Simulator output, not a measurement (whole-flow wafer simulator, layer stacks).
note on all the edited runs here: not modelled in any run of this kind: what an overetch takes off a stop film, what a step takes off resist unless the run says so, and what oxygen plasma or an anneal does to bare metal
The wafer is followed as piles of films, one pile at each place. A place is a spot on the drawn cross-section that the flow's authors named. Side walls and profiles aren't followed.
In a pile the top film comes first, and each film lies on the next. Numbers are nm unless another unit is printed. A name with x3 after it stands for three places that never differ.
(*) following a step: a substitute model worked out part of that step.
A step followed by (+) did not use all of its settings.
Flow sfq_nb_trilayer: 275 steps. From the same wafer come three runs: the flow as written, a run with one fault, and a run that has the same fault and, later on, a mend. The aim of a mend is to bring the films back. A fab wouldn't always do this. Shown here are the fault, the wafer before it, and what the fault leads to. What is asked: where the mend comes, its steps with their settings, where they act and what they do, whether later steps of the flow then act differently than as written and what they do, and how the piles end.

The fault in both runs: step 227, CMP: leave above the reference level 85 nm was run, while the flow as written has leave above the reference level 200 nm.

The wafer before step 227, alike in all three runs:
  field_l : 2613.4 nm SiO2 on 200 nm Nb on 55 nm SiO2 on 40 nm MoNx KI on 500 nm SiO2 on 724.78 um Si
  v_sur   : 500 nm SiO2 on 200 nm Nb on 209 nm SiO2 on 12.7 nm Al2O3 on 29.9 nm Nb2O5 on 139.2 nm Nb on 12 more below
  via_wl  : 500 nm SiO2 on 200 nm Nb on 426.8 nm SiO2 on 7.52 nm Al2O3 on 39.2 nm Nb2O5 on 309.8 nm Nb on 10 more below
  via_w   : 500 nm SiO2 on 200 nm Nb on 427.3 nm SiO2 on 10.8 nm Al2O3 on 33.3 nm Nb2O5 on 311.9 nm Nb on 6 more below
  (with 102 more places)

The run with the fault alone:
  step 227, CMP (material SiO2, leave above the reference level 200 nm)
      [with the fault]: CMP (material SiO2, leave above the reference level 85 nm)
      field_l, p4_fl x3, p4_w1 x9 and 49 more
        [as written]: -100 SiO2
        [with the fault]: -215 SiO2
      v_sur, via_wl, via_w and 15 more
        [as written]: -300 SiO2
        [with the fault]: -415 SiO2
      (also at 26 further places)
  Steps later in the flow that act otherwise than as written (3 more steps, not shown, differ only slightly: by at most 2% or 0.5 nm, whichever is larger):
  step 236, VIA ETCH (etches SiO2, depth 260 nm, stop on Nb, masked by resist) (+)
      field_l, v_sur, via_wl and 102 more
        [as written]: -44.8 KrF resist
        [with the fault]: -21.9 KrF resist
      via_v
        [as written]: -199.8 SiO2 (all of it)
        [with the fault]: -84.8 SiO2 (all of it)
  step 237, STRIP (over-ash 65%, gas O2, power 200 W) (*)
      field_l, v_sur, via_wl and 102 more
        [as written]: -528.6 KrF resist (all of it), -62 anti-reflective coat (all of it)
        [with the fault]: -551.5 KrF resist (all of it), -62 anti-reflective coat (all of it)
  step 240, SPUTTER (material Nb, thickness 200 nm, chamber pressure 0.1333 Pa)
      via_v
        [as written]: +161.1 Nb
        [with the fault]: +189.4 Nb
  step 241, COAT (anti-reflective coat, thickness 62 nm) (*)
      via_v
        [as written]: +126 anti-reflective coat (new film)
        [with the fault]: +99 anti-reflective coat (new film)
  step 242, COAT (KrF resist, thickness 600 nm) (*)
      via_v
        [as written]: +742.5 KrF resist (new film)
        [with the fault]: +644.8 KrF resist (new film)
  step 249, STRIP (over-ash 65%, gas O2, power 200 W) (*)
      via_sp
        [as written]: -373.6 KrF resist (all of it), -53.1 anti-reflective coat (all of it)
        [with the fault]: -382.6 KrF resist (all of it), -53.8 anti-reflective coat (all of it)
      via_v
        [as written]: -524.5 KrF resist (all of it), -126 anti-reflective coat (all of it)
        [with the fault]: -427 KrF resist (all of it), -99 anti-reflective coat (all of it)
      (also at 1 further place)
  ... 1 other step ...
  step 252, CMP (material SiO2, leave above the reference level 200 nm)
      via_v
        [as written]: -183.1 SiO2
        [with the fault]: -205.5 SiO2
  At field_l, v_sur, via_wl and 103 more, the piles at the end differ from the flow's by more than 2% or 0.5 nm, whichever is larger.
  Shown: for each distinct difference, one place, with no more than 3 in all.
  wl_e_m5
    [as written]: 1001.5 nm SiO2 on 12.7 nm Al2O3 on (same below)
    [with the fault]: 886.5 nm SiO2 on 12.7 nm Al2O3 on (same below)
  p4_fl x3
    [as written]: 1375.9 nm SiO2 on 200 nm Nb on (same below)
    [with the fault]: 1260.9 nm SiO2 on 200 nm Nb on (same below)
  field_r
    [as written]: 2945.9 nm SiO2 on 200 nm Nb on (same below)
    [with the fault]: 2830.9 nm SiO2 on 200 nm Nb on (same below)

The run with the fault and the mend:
  The mend stands after step 228.
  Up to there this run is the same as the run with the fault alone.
  step 228a, PECVD (material SiO2, thickness 115 nm, 150 C, 25.56 s, RF power 183.3 W, pressure 2.4 Torr, precursor SiH4/N2O) (the flow's step 226 again, with other settings)
      field_l, v_sur, via_wl and 103 more
        +115 SiO2
  None of the later steps of the flow differs from how it acts as written, at any place that is followed, by more than 2% or 0.5 nm, whichever is larger.
  At every place that both follow, the piles at the end match the flow's.
